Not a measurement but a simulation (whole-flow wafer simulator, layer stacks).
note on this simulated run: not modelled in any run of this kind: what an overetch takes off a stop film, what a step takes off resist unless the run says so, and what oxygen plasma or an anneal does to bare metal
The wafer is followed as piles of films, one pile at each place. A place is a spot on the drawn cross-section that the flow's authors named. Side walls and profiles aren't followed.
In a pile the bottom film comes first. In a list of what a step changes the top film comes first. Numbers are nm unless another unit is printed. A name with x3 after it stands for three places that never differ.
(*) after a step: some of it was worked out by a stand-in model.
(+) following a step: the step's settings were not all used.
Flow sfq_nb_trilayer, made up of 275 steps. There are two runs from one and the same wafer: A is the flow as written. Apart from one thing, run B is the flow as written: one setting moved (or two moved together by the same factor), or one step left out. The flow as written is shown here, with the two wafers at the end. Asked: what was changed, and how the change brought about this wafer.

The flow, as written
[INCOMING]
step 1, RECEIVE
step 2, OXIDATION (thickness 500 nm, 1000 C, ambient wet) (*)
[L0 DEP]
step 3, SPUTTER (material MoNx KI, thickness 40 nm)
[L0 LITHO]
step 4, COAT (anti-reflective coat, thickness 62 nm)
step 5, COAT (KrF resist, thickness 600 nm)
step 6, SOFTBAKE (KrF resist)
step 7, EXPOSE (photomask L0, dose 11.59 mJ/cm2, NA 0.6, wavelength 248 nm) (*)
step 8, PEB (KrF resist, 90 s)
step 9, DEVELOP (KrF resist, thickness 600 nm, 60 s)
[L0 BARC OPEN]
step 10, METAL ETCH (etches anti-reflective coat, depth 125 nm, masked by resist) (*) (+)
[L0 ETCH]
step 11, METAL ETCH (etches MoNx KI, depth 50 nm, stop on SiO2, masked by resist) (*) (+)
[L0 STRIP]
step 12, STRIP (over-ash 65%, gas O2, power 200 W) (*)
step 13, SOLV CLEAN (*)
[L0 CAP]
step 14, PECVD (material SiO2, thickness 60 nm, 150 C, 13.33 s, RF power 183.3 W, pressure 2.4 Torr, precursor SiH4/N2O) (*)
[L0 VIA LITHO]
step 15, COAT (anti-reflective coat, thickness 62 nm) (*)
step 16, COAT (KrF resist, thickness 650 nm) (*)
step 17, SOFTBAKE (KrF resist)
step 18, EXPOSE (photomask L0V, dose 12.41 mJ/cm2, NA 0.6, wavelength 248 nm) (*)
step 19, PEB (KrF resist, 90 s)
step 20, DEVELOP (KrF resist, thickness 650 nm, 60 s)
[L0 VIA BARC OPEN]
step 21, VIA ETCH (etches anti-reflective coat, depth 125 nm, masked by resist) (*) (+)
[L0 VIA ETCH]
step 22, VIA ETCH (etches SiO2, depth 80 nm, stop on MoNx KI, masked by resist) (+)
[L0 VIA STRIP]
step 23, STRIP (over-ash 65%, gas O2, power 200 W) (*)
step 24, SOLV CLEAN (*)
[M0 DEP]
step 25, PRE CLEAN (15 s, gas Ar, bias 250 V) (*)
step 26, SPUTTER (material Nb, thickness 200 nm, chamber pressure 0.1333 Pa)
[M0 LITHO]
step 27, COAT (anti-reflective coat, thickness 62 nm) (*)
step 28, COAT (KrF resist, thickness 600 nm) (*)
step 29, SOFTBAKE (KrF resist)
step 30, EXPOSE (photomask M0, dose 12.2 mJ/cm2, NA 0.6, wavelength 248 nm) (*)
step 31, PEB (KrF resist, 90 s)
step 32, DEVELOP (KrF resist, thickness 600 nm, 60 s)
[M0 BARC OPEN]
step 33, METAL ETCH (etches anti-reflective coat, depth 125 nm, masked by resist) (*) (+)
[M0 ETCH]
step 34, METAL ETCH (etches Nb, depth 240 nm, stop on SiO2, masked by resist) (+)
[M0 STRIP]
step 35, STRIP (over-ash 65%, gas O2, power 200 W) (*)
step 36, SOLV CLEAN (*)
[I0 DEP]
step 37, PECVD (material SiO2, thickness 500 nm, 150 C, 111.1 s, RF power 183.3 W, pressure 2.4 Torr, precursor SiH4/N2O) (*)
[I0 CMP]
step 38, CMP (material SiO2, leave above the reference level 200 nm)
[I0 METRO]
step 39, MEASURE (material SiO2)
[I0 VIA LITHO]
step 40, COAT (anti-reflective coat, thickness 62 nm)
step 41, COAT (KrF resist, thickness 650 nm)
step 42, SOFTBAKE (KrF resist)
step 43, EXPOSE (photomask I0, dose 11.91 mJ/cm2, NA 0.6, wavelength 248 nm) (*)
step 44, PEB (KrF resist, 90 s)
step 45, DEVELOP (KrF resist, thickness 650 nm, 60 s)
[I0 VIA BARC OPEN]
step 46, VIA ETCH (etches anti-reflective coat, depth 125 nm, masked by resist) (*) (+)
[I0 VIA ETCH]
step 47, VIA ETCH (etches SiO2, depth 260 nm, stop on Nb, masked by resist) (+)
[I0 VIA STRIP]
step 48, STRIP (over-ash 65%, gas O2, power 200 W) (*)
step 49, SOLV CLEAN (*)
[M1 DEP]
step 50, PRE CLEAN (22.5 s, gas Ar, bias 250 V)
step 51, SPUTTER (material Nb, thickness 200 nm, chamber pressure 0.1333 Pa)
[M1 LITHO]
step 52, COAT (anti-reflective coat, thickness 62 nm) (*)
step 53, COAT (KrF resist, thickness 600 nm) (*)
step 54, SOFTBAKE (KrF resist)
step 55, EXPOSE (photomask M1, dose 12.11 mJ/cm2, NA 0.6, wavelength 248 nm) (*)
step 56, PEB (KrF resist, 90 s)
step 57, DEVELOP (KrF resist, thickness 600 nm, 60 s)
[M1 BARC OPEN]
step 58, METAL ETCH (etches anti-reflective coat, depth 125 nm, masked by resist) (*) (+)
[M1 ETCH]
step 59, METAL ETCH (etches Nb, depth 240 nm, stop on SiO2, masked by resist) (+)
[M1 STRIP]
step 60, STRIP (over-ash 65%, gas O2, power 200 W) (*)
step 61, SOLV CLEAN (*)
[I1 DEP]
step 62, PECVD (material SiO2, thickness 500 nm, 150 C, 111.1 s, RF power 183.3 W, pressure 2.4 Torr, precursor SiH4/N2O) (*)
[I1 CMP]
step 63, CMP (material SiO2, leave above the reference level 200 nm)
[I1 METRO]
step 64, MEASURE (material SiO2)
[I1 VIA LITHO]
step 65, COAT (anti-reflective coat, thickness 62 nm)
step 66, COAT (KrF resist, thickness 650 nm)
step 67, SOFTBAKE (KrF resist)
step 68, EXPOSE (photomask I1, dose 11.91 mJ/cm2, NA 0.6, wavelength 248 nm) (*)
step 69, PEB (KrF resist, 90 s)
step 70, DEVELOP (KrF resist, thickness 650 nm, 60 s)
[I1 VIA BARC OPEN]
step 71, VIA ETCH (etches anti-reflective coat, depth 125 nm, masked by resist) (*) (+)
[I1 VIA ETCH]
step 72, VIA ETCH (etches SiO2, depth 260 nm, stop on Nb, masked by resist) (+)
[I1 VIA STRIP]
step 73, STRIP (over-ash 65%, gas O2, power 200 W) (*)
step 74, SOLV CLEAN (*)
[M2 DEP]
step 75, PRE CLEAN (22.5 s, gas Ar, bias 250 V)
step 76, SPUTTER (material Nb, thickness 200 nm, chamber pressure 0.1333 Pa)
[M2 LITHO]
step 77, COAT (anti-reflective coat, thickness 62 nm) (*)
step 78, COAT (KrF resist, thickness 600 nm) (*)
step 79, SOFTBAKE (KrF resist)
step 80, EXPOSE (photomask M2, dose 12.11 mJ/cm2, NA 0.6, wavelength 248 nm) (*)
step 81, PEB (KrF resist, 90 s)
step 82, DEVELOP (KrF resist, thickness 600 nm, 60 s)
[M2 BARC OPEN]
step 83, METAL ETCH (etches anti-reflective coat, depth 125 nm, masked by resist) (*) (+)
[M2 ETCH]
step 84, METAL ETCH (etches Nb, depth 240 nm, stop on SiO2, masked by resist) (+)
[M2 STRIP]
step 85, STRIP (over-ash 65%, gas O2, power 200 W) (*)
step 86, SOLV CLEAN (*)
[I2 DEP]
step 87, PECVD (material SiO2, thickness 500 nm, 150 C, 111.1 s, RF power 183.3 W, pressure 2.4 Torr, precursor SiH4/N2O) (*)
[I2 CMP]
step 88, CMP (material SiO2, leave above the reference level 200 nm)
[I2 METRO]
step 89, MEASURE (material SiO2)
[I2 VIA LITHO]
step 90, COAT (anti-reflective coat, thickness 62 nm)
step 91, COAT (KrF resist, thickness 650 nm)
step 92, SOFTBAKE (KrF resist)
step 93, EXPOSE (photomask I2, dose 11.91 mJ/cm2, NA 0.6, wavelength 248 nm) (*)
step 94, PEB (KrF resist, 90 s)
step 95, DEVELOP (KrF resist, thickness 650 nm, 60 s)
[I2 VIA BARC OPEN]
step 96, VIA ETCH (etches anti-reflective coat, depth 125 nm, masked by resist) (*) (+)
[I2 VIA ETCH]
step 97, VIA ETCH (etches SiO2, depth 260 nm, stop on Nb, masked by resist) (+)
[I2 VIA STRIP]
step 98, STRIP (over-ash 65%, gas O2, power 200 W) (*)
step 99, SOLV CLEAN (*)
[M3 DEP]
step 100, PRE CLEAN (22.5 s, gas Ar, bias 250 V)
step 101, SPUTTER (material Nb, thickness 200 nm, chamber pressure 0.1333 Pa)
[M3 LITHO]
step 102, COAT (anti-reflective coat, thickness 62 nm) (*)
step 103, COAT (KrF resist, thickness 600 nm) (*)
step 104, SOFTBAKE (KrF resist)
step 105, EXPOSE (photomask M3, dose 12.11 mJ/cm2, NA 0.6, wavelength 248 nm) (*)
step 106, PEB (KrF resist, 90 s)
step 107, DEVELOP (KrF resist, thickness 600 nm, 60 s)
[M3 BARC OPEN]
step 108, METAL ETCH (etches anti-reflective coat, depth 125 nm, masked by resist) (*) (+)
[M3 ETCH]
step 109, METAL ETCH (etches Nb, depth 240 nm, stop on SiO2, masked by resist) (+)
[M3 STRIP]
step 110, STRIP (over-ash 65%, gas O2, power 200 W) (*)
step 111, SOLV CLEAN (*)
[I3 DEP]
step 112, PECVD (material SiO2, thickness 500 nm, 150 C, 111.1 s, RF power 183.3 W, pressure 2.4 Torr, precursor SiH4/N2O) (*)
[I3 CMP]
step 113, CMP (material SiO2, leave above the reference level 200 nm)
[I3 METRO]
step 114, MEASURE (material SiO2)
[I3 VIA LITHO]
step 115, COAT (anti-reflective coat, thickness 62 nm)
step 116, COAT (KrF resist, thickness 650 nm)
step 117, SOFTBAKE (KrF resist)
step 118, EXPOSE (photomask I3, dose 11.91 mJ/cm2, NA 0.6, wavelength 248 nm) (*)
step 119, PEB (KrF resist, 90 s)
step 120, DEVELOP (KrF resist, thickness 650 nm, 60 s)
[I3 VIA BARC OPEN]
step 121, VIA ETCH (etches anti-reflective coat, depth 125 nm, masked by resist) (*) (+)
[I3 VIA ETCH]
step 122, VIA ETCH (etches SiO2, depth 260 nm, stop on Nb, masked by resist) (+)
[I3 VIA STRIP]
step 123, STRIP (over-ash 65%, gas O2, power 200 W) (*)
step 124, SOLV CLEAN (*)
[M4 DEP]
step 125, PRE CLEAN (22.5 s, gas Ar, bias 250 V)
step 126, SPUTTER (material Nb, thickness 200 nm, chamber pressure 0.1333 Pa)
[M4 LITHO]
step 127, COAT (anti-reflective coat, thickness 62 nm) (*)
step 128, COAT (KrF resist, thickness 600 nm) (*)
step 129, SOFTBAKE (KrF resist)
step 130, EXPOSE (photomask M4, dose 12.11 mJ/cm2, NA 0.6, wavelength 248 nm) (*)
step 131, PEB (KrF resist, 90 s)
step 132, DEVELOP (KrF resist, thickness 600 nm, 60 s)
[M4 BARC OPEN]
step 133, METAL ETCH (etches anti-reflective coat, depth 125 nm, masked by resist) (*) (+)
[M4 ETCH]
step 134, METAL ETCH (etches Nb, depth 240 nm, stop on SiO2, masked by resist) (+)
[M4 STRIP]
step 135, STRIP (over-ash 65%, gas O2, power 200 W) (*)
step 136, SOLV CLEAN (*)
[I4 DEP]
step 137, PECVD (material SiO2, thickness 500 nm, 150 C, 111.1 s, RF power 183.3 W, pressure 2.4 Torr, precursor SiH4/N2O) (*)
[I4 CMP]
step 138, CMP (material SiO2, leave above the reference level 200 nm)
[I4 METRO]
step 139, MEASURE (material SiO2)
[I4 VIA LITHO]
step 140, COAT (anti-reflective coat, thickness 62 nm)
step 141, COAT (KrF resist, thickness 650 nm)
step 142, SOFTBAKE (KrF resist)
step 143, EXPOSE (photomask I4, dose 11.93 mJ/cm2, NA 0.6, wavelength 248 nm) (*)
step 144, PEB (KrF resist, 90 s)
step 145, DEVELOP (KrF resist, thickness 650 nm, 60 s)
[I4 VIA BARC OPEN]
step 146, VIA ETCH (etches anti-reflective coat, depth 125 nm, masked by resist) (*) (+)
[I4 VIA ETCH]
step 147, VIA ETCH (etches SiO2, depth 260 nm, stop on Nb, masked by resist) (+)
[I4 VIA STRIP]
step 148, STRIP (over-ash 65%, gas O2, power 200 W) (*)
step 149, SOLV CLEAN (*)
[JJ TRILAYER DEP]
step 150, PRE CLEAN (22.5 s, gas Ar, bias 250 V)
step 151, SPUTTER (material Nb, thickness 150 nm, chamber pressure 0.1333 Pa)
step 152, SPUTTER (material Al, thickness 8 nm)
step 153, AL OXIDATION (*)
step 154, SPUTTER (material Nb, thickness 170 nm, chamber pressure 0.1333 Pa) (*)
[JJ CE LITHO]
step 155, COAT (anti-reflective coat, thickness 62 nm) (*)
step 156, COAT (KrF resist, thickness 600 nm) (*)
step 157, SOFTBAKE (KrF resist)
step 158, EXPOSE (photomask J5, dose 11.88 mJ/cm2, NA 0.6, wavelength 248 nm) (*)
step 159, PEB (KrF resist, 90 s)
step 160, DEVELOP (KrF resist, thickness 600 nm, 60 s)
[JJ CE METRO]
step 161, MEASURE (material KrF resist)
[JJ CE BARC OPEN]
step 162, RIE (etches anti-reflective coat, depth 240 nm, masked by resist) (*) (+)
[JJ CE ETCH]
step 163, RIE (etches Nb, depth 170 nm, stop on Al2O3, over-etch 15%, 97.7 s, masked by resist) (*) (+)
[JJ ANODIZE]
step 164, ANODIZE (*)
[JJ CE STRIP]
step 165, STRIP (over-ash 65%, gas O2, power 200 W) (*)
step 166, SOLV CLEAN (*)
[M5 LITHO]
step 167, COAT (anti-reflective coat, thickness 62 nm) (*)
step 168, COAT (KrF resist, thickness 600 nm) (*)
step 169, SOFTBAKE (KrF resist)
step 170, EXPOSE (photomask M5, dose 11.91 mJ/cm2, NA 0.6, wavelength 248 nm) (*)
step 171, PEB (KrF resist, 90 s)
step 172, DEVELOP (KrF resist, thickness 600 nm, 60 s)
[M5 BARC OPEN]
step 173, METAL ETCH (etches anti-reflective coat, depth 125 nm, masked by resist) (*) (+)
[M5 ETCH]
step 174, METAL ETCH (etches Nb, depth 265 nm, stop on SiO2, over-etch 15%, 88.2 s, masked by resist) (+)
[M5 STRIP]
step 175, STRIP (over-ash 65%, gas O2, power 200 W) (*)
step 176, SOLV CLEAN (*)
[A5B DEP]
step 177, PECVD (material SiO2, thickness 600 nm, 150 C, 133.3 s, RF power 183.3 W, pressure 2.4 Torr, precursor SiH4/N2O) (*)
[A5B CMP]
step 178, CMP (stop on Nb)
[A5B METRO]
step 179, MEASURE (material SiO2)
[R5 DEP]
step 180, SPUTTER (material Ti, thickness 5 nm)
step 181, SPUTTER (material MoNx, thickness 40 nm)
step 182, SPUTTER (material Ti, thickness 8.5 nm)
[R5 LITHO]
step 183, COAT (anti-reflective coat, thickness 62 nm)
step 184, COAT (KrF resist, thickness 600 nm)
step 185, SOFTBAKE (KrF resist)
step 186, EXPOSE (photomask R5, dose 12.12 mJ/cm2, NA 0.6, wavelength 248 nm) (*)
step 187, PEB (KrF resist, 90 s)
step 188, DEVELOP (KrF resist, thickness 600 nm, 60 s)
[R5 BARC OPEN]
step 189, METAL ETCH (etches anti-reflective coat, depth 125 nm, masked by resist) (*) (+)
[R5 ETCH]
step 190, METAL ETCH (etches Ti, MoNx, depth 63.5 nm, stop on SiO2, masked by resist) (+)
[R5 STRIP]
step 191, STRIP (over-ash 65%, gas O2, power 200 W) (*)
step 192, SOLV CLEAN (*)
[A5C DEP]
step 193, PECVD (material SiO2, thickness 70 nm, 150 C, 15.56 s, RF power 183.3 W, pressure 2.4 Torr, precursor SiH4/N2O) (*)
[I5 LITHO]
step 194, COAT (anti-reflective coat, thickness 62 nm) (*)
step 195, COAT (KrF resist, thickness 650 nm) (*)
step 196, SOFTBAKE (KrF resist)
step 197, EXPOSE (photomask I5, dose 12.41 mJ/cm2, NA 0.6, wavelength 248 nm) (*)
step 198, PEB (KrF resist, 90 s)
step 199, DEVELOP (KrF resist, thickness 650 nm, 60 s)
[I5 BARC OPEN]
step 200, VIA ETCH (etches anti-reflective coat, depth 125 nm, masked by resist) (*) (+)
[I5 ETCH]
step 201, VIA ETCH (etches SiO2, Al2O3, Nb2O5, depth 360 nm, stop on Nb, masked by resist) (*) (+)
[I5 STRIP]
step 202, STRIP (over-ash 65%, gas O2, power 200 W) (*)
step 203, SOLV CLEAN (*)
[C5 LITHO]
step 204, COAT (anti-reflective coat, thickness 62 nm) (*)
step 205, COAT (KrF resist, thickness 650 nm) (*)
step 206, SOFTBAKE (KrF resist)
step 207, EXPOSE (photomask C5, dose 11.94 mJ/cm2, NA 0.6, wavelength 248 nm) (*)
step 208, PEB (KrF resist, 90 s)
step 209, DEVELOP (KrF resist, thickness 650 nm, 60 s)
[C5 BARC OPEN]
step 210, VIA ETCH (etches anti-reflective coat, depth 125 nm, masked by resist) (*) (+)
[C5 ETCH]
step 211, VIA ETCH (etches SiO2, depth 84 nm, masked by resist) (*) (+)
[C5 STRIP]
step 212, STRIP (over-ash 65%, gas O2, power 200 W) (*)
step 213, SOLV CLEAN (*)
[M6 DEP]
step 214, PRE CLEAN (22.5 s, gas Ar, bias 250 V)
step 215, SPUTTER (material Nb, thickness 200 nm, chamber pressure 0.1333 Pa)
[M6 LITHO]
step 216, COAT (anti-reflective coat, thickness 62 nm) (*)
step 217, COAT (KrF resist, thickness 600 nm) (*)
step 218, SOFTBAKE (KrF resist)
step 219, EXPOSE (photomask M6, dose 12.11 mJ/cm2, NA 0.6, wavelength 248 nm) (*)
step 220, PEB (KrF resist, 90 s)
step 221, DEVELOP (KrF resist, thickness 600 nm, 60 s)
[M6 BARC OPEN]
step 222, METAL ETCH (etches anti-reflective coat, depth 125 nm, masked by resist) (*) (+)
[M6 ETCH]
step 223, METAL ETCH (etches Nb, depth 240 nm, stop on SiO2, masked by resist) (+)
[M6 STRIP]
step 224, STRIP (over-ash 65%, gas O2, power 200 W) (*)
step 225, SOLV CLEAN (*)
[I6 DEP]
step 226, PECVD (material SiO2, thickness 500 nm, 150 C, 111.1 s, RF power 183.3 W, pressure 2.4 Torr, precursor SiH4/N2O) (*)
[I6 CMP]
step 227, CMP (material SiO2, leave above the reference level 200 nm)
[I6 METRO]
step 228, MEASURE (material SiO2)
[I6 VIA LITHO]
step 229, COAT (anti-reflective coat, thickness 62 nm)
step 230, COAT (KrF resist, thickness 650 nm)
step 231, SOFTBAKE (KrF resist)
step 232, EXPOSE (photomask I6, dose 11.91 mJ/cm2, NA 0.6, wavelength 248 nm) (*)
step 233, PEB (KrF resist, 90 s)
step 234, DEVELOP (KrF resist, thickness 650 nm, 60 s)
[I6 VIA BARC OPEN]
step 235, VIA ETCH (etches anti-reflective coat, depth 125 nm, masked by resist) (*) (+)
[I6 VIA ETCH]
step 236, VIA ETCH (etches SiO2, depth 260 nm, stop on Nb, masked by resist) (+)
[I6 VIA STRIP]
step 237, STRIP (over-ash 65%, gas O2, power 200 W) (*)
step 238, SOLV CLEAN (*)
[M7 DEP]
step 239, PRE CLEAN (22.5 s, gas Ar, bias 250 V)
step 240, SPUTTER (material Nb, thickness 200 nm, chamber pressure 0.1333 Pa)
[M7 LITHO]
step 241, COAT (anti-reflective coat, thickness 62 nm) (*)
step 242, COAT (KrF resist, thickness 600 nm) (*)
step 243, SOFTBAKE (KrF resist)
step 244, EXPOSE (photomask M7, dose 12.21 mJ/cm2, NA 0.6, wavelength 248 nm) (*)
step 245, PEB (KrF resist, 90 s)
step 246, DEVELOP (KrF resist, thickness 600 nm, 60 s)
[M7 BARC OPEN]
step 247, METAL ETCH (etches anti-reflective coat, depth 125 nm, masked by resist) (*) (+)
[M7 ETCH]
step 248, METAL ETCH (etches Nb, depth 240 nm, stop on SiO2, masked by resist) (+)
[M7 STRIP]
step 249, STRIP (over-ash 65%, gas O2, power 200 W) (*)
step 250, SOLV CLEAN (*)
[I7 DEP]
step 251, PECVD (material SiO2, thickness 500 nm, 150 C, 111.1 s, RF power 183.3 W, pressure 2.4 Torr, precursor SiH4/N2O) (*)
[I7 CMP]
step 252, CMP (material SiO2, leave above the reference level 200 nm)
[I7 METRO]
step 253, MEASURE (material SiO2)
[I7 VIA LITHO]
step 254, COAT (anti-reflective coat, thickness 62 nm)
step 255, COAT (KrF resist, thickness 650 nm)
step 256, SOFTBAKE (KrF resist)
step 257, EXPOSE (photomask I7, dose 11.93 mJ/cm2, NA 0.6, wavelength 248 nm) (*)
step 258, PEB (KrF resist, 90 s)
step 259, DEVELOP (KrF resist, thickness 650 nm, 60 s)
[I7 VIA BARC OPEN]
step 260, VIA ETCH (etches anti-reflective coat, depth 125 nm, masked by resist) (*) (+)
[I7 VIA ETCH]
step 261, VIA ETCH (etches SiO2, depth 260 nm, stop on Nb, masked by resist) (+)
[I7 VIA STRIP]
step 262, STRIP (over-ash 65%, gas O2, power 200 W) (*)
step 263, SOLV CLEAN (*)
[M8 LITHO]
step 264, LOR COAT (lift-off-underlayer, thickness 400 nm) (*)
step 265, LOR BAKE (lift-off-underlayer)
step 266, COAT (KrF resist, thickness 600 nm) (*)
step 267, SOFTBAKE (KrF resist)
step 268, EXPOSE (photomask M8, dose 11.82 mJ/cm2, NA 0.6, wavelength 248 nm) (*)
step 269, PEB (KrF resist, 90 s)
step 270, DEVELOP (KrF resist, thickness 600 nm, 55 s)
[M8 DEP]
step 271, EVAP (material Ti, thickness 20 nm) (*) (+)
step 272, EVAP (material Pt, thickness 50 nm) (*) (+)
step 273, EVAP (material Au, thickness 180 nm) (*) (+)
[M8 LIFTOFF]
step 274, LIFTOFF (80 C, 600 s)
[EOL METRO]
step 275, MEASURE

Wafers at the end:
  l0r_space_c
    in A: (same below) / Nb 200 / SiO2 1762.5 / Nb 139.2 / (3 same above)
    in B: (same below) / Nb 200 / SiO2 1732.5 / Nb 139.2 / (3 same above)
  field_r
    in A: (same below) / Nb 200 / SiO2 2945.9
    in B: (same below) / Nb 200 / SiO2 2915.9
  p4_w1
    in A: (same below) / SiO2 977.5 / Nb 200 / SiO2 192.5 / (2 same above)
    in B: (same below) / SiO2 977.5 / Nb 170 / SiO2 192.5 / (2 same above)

Cause: step 101, SPUTTER: thickness 170 nm was run, while the flow as written has thickness 200 nm.
The wafer itself shows it: p4_w1 has Nb 170, and step 101 as written asks for 200 nm.

The path from the change to this, step by step:
  step 101, SPUTTER (material Nb, thickness 200 nm, chamber pressure 0.1333 Pa)
      field_l, v_sur, via_wl and 102 more: A +200 Nb (new film) | B +170 Nb (new film)
      via_w: A +165.5 Nb | B +140.5 Nb
  step 109, METAL ETCH (etches Nb, depth 240 nm, stop on SiO2, masked by resist) (+)
      field_l, be, be_sur and 72 more: A -200 Nb (all of it) | B -170 Nb (all of it)
  step 112, PECVD (material SiO2, thickness 500 nm, 150 C, 111.1 s, RF power 183.3 W, pressure 2.4 Torr, precursor SiH4/N2O) (*)
      p4_g1, p4_g2, p3_s0, p3_s1, p3_s2, p3_s3, p3_s4, p3_s5: A +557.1 SiO2 | B +527.1 SiO2
  step 113, CMP (material SiO2, leave above the reference level 200 nm)
      field_l, be, be_sur and 64 more: A -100 SiO2 | B -130 SiO2
